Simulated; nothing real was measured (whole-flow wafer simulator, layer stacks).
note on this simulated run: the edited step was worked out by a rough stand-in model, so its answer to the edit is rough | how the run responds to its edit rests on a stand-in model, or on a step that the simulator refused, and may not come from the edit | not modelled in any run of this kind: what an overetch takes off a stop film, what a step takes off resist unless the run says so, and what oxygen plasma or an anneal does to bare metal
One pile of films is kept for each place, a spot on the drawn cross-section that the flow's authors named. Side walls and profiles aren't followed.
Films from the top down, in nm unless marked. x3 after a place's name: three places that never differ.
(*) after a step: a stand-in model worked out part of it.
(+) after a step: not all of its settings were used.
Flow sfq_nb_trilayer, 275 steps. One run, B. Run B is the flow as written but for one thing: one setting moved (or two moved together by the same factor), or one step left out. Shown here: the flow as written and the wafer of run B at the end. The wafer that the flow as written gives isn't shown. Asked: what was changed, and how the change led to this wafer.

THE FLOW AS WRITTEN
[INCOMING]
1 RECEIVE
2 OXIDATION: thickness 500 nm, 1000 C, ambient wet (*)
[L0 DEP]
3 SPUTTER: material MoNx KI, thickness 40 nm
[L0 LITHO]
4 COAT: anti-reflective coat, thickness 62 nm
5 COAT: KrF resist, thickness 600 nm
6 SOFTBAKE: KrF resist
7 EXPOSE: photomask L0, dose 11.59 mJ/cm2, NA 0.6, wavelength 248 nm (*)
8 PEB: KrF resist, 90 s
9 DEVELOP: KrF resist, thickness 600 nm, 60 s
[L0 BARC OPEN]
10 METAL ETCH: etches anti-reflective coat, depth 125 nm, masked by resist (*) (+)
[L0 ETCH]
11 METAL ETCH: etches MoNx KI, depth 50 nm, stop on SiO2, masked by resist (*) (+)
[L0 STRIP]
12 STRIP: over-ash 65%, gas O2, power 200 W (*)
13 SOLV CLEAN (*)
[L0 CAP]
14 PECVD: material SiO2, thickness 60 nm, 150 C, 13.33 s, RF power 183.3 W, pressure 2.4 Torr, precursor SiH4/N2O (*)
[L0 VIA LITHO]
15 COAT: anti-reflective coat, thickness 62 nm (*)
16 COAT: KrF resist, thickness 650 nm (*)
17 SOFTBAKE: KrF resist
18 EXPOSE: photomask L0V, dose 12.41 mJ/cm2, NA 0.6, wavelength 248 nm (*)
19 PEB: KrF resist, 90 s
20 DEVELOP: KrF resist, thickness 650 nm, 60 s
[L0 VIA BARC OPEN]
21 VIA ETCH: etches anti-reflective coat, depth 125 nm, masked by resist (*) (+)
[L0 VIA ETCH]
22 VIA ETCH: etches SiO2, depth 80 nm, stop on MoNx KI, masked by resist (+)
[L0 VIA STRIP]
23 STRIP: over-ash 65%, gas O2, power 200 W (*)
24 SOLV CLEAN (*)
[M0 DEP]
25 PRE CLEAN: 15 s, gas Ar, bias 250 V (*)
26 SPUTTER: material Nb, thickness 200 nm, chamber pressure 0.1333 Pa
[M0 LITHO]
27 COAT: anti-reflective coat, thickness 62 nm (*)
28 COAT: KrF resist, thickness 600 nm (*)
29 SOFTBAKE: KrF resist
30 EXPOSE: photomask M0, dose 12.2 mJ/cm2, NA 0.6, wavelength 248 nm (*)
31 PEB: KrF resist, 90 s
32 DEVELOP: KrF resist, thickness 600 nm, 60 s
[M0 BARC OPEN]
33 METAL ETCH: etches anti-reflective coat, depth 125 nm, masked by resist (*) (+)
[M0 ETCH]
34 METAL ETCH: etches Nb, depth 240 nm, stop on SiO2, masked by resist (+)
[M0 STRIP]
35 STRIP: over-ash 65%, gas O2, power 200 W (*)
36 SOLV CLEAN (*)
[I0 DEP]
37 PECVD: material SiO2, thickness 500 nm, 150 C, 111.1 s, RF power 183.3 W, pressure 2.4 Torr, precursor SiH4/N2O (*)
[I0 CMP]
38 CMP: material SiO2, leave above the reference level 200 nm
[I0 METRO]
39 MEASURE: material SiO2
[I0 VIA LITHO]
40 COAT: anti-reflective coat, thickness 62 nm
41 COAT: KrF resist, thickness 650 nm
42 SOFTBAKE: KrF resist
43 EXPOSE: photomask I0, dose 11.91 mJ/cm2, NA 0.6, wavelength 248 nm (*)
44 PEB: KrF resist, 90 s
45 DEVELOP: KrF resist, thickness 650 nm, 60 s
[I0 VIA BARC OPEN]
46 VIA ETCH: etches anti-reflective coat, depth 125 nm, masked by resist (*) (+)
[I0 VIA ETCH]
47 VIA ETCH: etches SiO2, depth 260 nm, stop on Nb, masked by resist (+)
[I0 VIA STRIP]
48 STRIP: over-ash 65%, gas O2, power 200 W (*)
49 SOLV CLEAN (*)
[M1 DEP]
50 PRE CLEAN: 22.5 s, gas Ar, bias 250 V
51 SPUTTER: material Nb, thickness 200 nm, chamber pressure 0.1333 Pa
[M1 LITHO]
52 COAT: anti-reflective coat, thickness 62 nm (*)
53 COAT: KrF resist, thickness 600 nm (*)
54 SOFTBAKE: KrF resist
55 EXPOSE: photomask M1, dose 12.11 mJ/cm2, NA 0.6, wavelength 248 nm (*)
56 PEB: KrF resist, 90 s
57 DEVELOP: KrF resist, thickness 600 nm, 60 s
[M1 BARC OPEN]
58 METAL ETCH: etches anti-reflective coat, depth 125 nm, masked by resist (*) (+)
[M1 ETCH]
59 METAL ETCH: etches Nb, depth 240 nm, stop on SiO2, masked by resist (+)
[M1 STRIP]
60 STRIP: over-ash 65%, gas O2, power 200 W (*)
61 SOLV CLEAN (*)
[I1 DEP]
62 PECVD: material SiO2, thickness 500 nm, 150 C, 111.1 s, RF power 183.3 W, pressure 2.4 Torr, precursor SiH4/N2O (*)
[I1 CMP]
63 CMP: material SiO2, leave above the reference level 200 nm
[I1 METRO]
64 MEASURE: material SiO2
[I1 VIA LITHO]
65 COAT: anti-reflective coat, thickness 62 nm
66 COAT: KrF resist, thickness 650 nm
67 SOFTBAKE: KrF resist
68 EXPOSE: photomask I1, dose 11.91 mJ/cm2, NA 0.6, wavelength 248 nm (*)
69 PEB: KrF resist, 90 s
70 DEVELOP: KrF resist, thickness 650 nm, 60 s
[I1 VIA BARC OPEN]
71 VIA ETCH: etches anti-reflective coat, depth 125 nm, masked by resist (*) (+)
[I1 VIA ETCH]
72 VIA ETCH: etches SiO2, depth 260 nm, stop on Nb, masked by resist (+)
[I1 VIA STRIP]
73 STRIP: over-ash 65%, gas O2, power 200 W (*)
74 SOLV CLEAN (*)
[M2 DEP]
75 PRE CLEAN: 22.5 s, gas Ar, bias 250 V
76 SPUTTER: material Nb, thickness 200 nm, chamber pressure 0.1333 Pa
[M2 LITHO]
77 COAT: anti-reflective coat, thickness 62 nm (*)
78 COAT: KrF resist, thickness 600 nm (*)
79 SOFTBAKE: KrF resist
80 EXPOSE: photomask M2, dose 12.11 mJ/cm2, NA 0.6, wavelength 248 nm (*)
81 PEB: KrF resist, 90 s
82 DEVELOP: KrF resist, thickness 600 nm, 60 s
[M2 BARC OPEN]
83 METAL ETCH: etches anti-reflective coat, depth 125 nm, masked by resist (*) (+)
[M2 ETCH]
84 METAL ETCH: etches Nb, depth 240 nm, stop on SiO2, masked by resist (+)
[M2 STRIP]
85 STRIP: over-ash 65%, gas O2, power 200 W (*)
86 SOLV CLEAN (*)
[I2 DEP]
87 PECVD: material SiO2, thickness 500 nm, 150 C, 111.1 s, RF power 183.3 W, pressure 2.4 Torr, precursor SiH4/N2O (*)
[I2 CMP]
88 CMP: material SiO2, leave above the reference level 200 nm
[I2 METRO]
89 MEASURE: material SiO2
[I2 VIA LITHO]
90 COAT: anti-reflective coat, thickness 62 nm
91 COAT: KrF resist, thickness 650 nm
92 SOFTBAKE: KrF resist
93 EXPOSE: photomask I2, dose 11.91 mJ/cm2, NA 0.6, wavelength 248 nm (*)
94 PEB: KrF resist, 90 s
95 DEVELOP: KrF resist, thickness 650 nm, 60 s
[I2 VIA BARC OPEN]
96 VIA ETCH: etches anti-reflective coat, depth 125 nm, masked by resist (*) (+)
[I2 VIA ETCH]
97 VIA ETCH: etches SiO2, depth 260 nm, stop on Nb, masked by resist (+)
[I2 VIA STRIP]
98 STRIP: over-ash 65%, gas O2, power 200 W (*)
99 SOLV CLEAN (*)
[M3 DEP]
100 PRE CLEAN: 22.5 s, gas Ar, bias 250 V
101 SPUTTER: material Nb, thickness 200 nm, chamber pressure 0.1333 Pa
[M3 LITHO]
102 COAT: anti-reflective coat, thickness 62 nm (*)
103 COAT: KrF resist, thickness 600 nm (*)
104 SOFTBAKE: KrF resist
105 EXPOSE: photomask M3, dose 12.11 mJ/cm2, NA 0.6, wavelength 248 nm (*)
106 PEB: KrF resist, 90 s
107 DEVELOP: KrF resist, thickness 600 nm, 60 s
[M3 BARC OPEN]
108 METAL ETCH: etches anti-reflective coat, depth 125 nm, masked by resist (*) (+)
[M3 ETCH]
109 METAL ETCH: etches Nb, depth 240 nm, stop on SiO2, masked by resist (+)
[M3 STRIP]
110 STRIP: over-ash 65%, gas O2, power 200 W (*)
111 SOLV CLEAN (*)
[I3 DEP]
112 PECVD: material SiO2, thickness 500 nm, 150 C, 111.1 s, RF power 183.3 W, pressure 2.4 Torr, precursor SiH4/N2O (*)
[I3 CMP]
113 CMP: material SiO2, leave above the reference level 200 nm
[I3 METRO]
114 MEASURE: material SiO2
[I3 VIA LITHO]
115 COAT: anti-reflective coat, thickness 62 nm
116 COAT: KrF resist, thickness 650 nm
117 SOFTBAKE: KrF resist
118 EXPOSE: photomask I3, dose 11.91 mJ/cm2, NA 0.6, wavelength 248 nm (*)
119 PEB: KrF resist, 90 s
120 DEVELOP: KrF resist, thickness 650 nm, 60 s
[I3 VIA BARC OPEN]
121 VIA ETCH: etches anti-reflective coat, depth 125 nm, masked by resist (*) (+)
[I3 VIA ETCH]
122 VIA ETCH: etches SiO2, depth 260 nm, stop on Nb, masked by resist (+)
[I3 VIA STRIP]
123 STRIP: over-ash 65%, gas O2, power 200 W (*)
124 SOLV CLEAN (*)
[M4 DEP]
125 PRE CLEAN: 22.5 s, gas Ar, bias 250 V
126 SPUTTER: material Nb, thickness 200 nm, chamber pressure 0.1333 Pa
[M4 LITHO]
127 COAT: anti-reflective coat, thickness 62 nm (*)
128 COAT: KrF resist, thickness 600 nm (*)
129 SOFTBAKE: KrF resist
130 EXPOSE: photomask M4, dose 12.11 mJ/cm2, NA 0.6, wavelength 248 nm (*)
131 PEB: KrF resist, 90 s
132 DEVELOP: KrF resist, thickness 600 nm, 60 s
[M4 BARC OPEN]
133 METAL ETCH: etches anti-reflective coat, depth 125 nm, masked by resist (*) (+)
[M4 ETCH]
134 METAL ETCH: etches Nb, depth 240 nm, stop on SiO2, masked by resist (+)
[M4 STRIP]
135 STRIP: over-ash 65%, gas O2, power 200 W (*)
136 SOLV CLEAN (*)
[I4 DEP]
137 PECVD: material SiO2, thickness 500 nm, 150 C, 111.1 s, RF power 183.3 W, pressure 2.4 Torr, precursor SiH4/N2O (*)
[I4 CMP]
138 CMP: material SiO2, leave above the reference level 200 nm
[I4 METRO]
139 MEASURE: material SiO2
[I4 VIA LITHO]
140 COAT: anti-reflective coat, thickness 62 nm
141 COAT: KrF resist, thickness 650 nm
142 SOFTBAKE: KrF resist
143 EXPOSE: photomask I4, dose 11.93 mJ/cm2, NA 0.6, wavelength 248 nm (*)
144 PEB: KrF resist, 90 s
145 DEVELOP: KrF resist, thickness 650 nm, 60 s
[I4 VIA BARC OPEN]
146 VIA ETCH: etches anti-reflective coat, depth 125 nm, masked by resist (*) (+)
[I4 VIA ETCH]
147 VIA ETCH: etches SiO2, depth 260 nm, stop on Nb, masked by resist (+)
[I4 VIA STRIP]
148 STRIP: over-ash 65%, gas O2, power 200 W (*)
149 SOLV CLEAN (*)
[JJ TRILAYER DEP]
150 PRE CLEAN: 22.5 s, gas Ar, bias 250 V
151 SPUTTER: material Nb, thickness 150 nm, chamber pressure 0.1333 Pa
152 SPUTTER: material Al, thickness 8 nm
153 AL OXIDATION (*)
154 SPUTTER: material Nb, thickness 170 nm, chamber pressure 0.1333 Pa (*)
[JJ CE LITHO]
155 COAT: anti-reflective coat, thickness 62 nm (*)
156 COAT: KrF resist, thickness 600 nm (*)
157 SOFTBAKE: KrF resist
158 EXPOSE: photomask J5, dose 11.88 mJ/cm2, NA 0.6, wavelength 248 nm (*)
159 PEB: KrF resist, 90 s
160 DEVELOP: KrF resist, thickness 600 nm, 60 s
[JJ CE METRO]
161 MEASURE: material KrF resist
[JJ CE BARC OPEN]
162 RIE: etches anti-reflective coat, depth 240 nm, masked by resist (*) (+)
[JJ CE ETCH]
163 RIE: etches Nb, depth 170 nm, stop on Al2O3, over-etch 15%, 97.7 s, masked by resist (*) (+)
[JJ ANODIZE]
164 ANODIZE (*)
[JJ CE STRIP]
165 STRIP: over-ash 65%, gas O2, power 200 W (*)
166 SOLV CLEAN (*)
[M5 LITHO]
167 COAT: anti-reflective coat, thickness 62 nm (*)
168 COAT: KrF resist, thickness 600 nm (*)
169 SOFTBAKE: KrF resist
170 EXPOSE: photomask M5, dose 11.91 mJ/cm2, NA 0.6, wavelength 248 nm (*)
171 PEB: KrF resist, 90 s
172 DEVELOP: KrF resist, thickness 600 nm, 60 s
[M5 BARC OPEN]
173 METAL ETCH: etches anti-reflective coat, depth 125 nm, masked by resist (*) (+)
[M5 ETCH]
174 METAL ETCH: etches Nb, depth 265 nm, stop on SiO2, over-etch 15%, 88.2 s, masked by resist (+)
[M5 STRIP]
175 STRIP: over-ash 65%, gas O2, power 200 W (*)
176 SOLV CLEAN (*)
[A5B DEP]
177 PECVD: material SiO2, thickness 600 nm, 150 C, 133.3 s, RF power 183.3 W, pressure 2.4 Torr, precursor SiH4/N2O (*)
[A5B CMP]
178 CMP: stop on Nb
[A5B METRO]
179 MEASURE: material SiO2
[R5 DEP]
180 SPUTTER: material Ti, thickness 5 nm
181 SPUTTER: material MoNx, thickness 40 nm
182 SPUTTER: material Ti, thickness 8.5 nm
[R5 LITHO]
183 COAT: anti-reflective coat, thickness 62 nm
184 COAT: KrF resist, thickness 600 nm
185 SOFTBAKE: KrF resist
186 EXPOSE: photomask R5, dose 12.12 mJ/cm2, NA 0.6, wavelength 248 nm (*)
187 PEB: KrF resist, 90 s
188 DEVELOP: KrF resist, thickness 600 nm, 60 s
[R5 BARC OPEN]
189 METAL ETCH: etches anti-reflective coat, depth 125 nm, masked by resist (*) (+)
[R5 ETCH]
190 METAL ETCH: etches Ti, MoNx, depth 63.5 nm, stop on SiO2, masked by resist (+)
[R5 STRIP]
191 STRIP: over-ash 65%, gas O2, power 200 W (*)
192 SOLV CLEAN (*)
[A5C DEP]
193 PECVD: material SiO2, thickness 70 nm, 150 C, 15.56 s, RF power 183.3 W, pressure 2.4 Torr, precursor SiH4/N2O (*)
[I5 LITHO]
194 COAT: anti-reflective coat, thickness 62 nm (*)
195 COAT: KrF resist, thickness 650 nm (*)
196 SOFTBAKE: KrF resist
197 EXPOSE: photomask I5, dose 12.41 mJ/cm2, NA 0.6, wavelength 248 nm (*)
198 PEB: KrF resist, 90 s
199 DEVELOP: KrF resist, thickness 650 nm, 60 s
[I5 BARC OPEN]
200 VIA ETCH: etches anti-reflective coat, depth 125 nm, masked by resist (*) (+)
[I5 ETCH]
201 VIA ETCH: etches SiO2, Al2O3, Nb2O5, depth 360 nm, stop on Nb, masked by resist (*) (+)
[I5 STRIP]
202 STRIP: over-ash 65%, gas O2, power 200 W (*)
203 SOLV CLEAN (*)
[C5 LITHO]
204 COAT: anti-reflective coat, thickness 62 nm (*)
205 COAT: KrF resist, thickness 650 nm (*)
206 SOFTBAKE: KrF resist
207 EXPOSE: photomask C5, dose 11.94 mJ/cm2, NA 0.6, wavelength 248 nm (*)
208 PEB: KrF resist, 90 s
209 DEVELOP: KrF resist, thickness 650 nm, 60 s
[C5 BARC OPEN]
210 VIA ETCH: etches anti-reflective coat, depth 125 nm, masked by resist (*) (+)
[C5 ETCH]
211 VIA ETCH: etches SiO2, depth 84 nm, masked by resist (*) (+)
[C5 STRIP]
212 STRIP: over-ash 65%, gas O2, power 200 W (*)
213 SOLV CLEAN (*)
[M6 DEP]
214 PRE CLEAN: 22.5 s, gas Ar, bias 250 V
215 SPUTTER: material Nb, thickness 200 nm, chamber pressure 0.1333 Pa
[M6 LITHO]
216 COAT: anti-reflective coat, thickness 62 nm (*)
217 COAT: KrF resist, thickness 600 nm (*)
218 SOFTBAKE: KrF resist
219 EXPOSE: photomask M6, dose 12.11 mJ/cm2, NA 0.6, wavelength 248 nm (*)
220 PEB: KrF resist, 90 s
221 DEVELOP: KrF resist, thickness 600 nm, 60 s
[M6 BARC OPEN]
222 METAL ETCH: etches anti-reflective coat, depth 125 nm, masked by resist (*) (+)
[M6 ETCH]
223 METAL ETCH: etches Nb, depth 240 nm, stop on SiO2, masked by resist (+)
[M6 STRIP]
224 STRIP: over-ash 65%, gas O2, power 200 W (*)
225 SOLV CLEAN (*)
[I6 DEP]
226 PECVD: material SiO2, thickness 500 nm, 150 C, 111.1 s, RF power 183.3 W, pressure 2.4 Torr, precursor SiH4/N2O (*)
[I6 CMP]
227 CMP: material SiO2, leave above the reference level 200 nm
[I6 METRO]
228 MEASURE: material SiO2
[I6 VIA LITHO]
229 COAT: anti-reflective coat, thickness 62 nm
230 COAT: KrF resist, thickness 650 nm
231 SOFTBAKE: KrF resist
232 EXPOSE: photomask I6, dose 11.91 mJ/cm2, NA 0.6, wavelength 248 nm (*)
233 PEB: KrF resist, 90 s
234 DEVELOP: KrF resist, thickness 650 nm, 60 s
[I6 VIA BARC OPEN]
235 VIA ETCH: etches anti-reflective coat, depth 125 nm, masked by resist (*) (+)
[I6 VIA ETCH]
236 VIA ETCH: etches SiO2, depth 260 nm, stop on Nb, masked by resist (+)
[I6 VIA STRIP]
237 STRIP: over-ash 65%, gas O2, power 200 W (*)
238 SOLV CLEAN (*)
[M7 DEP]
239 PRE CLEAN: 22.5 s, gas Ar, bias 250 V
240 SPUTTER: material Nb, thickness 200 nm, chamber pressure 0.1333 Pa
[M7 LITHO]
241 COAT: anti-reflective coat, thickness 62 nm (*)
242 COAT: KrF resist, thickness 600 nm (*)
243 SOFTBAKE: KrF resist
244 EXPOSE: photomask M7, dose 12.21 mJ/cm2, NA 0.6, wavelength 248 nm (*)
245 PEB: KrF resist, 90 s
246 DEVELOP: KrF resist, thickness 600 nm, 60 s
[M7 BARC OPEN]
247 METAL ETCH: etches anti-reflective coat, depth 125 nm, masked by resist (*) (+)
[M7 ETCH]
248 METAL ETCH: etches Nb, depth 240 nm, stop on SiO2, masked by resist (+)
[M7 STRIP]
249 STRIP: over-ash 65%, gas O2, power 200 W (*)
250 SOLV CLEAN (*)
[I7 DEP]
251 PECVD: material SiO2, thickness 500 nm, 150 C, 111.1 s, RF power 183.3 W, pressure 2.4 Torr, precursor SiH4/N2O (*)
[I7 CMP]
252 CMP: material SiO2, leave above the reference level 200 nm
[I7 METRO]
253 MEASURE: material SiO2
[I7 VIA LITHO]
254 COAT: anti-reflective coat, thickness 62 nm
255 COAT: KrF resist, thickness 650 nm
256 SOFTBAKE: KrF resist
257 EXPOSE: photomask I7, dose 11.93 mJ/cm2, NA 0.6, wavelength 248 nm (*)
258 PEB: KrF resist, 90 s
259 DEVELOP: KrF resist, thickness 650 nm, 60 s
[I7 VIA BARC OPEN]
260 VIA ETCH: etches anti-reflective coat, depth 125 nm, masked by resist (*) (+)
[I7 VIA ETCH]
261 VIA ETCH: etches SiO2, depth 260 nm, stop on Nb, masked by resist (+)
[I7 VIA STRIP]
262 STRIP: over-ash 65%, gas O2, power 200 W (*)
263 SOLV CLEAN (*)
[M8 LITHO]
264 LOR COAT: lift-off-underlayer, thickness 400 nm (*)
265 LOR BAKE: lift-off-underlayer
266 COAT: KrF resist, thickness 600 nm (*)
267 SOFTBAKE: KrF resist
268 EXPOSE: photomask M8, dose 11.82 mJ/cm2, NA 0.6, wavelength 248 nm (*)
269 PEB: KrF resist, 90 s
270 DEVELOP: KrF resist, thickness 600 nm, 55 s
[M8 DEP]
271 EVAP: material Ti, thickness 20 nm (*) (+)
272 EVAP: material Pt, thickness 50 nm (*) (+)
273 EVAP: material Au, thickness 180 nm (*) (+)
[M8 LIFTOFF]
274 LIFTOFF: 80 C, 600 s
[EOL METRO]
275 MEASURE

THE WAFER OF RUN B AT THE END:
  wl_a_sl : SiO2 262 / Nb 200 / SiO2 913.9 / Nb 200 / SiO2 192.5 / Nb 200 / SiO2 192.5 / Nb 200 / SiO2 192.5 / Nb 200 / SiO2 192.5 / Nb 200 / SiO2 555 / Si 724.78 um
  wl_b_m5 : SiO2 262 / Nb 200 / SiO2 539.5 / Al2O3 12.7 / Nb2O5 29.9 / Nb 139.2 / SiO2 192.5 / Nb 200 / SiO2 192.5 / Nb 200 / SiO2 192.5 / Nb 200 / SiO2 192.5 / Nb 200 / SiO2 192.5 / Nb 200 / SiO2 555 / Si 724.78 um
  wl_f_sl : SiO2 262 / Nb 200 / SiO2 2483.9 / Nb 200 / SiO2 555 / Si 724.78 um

The cause: step 226, PECVD: thickness 338 nm was run, where the flow has thickness 500 nm; step 226, PECVD: 75 s was run, where the flow has 111.1 s.

How the change led to this, step by step:
  226 PECVD: material SiO2, thickness 500 nm, 150 C, 111.1 s, RF power 183.3 W, pressure 2.4 Torr, precursor SiH4/N2O (*)
      field_l, p4_fl, p4_fm and 62 more: SiO2 +338 (as written it would be: SiO2 +500)
      v_sur, via_wl, via_w and 21 more: SiO2 +338 (new film) (as written it would be: SiO2 +500 (new film))
      (and at 17 more places)
  227 CMP: material SiO2, leave above the reference level 200 nm
      field_l, p4_fl, p4_fm and 59 more: nothing (as written it would be: SiO2 -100)
      moat, field_r, lsp_l, ln_m5, lsp_m: nothing (as written it would be: SiO2 -93.6)
      (and at 39 more places)
  229 COAT: anti-reflective coat, thickness 62 nm
      field_r, ln_m5, wl_d_m1 and 6 more: anti-reflective coat +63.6 (new film) (as written it would be: anti-reflective coat +62 (new film))
      wl_a_sr, m0r_space_l, m0r_space_r, m7r_space_l, m7r_space_r: anti-reflective coat +70.8 (new film) (as written it would be: anti-reflective coat +62 (new film))
      (and at 71 more places)
  230 COAT: KrF resist, thickness 650 nm
      via_wl, ce_l: KrF resist +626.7 (new film) (as written it would be: KrF resist +650 (new film))
      gap, field_r: KrF resist +664.4 (new film) (as written it would be: KrF resist +650 (new film))
      (and at 26 more places)
  234 DEVELOP: KrF resist, thickness 650 nm, 60 s
      via_v: KrF resist -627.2 (all of it) (as written it would be: KrF resist -648.6 (all of it))
  235 VIA ETCH: etches anti-reflective coat, depth 125 nm, masked by resist (*) (+)
      field_l, v_sur, via_wl and 102 more: KrF resist -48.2 (as written it would be: KrF resist -51.7)
      via_v: anti-reflective coat -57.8 (all of it), SiO2 -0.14 (as written it would be: anti-reflective coat -62 (all of it), SiO2 -0.16)
  237 STRIP: over-ash 65%, gas O2, power 200 W (*)
      m0r_line_l, m0r_line_r, m7r_line_l, m7r_line_r: KrF resist -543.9 (all of it), anti-reflective coat -63.6 (all of it) (as written it would be: KrF resist -528.6 (all of it), anti-reflective coat -62 (all of it))
      m0r_space_l, m0r_space_r, m7r_space_l, m7r_space_r: KrF resist -539.1 (all of it), anti-reflective coat -70.8 (all of it) (as written it would be: KrF resist -528.6 (all of it), anti-reflective coat -62 (all of it))
      (and at 77 more places)
  240 SPUTTER: material Nb, thickness 200 nm, chamber pressure 0.1333 Pa
      moat, lsp_m: Nb +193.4 (new film) (as written it would be: Nb +200 (new film))
      be: Nb +146.8 (new film) (as written it would be: Nb +200 (new film))
      (and at 1 more place)
  241 COAT: anti-reflective coat, thickness 62 nm (*)
      wl_d_m1, wl_e_m5, wl_e_sr, m0r_line_l, m0r_line_r, m7r_line_l, m7r_line_r, m8r_gap_c: anti-reflective coat +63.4 (new film) (as written it would be: anti-reflective coat +62 (new film))
      p4_fl, r5r_spacepad_l, r5r_spacepad_r: anti-reflective coat +64.2 (new film) (as written it would be: anti-reflective coat +62 (new film))
      (and at 73 more places)
  242 COAT: KrF resist, thickness 600 nm (*)
      wl_j_sr, m6r_line_l, m6r_line_r: KrF resist +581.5 (new film) (as written it would be: KrF resist +600 (new film))
      m5r_linepad_l, m5r_linepad_r: KrF resist +587 (new film) (as written it would be: KrF resist +600 (new film))
      (and at 30 more places)
  246 DEVELOP: KrF resist, thickness 600 nm, 60 s
      m5r_linepad_l, m5r_linepad_r: KrF resist -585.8 (all of it) (as written it would be: KrF resist -598.7 (all of it))
      m6r_line_l, m6r_line_r: KrF resist -580.3 (all of it) (as written it would be: KrF resist -598.7 (all of it))
      (and at 5 more places)
  247 METAL ETCH: etches anti-reflective coat, depth 125 nm, masked by resist (*) (+)
      v_sur, via_wl, via_w and 38 more: KrF resist -52.8 (as written it would be: KrF resist -51.7)
      wl_d_m1, wl_e_m5, wl_e_sr, m0r_line_l, m0r_line_r, m8r_gap_c: anti-reflective coat -63.4 (all of it) (as written it would be: anti-reflective coat -62 (all of it))
      (and at 38 more places)
  249 STRIP: over-ash 65%, gas O2, power 200 W (*)
      v_sur: KrF resist -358 (all of it), anti-reflective coat -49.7 (all of it) (as written it would be: KrF resist -379.9 (all of it), anti-reflective coat -61.4 (all of it))
      via_wl: KrF resist -354.2 (all of it), anti-reflective coat -57.1 (all of it) (as written it would be: KrF resist -379.3 (all of it), anti-reflective coat -61.3 (all of it))
      (and at 39 more places)
  251 PECVD: material SiO2, thickness 500 nm, 150 C, 111.1 s, RF power 183.3 W, pressure 2.4 Torr, precursor SiH4/N2O (*)
      be: SiO2 +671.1 (new film) (as written it would be: SiO2 +500 (new film))
  252 CMP: material SiO2, leave above the reference level 200 nm
      field_l, p4_fl, p4_fm and 48 more: SiO2 -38 (as written it would be: SiO2 -100)
      wl_a_sl, wl_a_sr, wl_b_sl and 9 more: SiO2 -238 (as written it would be: SiO2 -300)
      (and at 17 more places)
